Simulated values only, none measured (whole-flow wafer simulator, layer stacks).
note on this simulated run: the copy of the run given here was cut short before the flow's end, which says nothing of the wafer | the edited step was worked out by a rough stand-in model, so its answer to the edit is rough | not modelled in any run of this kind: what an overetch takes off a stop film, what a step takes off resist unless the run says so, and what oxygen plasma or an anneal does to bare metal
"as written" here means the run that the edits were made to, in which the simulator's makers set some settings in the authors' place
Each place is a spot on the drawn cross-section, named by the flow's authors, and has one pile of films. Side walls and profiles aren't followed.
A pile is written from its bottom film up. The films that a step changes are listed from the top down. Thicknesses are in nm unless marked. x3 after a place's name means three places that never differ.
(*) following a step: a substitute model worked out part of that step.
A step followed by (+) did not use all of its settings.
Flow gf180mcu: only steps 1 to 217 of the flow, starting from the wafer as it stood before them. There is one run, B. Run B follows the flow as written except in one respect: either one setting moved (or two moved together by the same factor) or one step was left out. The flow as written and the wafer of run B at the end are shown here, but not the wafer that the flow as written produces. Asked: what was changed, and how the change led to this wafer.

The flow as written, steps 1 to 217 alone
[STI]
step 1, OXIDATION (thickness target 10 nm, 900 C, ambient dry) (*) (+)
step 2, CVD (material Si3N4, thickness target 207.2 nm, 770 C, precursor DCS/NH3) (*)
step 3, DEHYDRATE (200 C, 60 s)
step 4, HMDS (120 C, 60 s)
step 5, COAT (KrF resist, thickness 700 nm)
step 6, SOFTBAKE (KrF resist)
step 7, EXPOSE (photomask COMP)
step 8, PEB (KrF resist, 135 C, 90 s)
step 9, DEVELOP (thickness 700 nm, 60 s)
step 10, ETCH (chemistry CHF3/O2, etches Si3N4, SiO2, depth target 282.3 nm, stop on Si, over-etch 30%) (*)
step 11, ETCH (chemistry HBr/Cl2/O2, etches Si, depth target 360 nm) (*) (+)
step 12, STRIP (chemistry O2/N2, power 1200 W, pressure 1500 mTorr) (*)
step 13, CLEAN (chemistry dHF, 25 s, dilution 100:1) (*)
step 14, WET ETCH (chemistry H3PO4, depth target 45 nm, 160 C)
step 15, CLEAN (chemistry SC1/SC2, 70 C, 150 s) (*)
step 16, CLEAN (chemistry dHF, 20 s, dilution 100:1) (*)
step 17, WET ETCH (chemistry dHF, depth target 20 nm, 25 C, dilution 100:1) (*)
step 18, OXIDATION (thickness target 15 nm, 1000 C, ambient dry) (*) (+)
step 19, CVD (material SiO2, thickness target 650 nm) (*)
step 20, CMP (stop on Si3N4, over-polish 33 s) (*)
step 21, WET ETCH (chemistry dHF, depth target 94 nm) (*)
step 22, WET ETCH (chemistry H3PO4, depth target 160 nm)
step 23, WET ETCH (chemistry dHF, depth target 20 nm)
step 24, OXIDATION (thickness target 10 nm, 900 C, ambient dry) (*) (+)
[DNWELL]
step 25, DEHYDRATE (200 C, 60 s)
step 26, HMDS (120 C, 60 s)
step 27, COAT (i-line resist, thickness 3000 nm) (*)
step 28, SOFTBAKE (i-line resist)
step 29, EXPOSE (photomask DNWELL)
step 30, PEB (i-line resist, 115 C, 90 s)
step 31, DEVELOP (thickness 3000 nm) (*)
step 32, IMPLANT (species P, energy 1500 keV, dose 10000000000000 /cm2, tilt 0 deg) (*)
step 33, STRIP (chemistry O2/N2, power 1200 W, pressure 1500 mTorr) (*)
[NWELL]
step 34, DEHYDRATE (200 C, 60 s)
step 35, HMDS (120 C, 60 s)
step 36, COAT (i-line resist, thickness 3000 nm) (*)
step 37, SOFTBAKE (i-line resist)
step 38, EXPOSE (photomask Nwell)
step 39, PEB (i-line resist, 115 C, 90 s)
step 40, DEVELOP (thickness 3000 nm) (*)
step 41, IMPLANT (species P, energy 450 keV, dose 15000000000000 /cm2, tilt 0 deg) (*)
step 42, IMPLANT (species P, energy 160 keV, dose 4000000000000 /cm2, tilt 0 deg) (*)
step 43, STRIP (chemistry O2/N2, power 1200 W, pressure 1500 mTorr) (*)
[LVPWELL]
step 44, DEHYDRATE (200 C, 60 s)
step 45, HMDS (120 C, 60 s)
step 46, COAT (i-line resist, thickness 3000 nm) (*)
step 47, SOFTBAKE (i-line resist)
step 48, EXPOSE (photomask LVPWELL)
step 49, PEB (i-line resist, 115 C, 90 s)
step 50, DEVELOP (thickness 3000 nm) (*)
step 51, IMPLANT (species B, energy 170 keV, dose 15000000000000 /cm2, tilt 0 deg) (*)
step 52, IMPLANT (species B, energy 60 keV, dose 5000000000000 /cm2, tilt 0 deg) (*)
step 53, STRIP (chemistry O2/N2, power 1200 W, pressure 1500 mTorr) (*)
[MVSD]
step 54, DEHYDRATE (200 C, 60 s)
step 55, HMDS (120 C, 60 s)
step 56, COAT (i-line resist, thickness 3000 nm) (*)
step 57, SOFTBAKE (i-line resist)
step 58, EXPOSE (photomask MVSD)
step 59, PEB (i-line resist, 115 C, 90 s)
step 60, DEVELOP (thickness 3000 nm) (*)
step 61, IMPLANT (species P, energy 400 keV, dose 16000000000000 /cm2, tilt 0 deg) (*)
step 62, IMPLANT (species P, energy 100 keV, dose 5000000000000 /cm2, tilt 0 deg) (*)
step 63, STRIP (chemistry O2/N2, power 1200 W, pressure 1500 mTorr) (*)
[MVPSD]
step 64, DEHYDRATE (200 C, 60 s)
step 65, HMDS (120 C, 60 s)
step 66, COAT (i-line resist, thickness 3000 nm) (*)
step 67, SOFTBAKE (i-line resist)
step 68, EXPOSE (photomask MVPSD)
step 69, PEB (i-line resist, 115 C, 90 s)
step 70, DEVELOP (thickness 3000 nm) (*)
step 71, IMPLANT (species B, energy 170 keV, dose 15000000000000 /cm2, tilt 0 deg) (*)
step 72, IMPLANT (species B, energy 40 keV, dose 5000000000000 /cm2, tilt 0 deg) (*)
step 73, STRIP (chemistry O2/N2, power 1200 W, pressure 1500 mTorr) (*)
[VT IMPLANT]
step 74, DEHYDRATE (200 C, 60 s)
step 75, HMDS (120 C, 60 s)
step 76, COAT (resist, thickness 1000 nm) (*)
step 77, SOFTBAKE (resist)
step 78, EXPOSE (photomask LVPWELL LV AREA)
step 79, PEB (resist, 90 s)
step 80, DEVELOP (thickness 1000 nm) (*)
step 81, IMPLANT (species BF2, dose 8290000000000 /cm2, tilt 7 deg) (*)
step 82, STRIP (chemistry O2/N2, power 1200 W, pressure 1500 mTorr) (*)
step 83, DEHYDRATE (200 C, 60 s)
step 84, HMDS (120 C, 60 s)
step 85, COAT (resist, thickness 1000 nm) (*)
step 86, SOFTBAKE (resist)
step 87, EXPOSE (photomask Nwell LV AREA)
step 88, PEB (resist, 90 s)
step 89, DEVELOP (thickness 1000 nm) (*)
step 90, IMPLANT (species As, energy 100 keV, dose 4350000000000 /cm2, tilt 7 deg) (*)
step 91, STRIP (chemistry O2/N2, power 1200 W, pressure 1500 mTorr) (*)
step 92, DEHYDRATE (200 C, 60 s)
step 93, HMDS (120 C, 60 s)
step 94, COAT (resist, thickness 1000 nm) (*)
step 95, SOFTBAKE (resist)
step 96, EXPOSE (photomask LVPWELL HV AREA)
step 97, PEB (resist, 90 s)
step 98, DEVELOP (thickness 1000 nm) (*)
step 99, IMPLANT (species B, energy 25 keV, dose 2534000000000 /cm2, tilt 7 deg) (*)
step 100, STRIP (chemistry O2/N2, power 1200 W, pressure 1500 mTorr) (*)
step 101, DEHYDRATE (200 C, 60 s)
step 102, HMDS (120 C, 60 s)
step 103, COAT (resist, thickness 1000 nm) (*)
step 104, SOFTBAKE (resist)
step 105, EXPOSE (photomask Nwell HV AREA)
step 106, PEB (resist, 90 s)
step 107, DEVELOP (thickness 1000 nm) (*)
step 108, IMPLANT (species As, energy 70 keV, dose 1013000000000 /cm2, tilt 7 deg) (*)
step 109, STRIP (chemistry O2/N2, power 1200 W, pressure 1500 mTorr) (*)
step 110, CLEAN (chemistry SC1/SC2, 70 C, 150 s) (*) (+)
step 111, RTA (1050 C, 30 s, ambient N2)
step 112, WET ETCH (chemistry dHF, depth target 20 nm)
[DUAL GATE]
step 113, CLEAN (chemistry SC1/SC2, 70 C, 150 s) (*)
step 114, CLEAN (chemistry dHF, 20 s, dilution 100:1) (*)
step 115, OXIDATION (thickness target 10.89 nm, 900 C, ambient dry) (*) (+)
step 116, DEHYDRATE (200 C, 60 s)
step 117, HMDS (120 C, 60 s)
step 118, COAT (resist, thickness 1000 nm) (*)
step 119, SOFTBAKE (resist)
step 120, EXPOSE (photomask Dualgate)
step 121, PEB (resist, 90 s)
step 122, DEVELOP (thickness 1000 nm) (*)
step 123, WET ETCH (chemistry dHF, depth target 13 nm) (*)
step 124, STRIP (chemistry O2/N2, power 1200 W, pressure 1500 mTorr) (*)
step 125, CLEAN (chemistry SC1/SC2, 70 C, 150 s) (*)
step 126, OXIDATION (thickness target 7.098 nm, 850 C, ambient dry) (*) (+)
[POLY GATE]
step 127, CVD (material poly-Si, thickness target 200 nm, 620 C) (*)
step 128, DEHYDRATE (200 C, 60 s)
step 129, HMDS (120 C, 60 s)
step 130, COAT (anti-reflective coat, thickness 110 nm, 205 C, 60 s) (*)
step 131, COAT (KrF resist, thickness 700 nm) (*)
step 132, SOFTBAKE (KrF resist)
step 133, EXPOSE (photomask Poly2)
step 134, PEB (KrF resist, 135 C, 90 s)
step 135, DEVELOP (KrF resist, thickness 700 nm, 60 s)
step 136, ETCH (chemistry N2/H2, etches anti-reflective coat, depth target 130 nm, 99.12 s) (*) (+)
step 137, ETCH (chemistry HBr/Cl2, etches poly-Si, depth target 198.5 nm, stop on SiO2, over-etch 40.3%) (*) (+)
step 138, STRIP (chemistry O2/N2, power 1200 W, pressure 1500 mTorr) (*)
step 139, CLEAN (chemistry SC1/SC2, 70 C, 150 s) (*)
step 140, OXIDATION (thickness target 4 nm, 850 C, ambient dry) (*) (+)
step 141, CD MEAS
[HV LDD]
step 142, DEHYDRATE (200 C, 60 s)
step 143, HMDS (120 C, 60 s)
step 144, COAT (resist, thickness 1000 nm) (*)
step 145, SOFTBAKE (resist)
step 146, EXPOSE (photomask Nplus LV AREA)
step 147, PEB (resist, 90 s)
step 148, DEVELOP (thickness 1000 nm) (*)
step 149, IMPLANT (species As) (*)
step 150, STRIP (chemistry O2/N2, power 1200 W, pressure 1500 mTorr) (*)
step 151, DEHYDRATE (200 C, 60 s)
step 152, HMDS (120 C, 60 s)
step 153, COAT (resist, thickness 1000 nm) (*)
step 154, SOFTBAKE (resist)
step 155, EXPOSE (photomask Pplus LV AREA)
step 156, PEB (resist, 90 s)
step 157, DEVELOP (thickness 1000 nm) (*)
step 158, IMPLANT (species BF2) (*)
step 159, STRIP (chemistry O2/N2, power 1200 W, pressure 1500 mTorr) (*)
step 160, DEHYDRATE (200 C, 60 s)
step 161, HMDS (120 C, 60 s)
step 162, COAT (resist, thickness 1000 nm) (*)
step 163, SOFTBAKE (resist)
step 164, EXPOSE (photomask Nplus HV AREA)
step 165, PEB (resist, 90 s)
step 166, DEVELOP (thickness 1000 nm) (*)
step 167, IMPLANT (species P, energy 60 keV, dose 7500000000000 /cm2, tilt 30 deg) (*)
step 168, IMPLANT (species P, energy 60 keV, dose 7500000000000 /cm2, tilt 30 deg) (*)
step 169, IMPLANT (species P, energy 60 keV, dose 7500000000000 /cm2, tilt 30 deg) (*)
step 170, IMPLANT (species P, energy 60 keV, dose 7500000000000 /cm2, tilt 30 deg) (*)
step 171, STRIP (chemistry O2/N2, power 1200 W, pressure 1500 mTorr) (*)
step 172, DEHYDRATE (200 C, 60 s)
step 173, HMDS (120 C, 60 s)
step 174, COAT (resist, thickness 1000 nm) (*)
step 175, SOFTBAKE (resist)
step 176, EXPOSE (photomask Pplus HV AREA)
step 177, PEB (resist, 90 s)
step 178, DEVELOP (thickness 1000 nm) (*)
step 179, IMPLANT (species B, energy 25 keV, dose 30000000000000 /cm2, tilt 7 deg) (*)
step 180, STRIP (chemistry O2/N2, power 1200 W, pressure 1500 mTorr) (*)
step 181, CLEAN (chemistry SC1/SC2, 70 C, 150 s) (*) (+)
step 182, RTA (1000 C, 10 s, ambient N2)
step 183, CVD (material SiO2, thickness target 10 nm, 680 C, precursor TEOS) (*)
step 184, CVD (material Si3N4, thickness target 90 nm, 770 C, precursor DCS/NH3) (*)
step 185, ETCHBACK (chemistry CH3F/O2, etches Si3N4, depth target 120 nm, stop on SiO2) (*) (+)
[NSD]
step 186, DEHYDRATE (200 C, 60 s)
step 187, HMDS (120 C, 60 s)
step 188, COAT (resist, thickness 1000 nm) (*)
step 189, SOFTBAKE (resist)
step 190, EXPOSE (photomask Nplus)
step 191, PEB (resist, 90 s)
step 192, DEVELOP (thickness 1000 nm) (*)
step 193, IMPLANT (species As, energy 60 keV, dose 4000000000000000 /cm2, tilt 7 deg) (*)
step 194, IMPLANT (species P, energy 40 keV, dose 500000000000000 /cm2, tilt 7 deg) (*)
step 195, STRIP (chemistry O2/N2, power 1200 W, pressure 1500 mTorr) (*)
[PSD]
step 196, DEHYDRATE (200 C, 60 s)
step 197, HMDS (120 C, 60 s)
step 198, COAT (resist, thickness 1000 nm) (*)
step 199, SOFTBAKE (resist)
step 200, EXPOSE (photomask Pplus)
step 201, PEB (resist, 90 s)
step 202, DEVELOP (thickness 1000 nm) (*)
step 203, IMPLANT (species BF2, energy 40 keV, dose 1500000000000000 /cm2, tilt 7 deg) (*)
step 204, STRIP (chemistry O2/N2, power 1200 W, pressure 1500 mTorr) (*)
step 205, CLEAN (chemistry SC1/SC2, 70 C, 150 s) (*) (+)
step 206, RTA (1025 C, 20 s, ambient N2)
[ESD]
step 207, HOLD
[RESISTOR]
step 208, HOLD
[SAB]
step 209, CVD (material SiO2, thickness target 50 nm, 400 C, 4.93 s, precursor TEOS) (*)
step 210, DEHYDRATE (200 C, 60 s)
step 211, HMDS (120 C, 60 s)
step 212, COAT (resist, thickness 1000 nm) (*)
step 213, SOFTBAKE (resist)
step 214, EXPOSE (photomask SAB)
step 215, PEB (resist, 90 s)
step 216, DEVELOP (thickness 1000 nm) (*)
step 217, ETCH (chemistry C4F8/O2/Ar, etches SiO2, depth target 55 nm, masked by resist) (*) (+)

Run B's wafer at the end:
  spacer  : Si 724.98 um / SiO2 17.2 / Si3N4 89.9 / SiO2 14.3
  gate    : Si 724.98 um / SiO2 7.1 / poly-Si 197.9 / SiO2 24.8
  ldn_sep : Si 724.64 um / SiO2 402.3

Cause: step 209, CVD: 6.902 s was run, whereas the flow has 4.93 s.

Step by step, how the change led to this:
  step 209, CVD (material SiO2, thickness target 50 nm, 400 C, 4.93 s, precursor TEOS) (*)
      field, field__w7, field__w8 and 73 more: SiO2 gains 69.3 (in the flow as written it would be: SiO2 gains 50)
      field_sub__w1, field_sub__w3, field_sub__w4, field_sub__w5, ld_drift_n: SiO2 gains 67.8 (in the flow as written it would be: SiO2 gains 48.9)
      (also at 28 further places)
  step 217, ETCH (chemistry C4F8/O2/Ar, etches SiO2, depth target 55 nm, masked by resist) (*) (+)
      spacer: SiO2 loses 55 (in the flow as written it would be: SiO2 loses 50 (all of it), Si3N4 loses 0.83)
